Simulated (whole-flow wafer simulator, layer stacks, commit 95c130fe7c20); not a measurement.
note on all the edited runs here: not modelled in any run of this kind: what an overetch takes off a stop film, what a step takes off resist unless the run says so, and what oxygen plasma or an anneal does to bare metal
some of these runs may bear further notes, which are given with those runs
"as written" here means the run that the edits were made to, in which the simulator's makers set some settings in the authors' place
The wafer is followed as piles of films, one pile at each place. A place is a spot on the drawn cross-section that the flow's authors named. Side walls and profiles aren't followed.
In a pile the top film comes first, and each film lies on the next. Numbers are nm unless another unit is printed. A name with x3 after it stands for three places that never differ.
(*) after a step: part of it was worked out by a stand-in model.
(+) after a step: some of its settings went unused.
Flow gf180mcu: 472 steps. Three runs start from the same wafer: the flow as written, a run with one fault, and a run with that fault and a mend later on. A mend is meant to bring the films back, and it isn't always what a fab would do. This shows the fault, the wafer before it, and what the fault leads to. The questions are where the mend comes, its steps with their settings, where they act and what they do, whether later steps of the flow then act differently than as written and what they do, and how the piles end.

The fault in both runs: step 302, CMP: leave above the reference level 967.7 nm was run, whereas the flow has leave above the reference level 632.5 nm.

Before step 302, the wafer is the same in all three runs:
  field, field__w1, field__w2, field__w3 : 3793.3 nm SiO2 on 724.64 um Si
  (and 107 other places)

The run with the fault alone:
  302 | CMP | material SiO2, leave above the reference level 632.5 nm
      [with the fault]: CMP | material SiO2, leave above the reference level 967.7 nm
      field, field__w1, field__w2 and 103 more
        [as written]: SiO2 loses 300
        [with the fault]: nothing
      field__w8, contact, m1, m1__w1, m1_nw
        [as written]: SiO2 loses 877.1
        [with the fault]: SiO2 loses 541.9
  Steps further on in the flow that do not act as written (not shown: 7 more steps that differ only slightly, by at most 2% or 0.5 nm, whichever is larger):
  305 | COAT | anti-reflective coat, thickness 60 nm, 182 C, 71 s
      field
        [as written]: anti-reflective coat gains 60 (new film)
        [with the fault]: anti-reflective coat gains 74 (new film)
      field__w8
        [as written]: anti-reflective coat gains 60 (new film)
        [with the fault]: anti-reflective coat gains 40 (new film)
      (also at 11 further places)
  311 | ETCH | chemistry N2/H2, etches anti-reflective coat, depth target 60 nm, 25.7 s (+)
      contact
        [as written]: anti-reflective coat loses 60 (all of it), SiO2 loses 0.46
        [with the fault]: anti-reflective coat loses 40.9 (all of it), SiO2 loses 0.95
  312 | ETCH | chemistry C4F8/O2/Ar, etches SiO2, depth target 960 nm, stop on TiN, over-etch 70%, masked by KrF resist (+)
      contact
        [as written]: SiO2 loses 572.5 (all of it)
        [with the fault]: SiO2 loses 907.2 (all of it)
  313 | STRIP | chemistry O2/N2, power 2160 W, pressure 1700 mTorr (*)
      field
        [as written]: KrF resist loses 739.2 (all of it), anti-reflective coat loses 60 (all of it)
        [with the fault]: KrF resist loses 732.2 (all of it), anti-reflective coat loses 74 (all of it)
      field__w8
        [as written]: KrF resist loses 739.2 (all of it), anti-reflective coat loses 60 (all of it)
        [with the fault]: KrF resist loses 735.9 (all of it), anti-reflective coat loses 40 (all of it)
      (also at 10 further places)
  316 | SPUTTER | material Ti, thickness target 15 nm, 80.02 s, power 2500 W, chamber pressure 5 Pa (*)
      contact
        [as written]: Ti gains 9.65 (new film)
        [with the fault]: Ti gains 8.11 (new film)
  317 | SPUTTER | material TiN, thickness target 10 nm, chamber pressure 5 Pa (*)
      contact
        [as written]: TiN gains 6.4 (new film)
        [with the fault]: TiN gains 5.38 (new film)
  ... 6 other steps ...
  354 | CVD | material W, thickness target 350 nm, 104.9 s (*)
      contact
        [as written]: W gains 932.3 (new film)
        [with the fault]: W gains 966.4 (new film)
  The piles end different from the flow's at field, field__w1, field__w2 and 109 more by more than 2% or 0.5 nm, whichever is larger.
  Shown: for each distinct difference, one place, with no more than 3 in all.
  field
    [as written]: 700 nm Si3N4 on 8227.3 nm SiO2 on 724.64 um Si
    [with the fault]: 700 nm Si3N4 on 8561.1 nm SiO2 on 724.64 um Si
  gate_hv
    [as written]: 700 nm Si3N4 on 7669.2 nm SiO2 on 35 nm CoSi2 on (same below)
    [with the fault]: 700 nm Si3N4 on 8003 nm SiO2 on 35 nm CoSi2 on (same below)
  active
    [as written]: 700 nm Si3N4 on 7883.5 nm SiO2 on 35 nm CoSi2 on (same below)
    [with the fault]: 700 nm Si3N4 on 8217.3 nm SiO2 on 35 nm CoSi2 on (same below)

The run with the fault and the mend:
  The mend follows step 302.
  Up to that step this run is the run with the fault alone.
  302a | CMP | material SiO2, leave above the reference level 632.5 nm (the flow's step 302, run once more)
      field, field__w1, field__w2 and 103 more
        SiO2 loses 300
      field__w8, contact, m1, m1__w1, m1_nw
        SiO2 loses 335.2
  None of the later steps of the flow acts differently than as written at any place that is followed.
  By the end, the piles equal the flow's at every place that both follow.
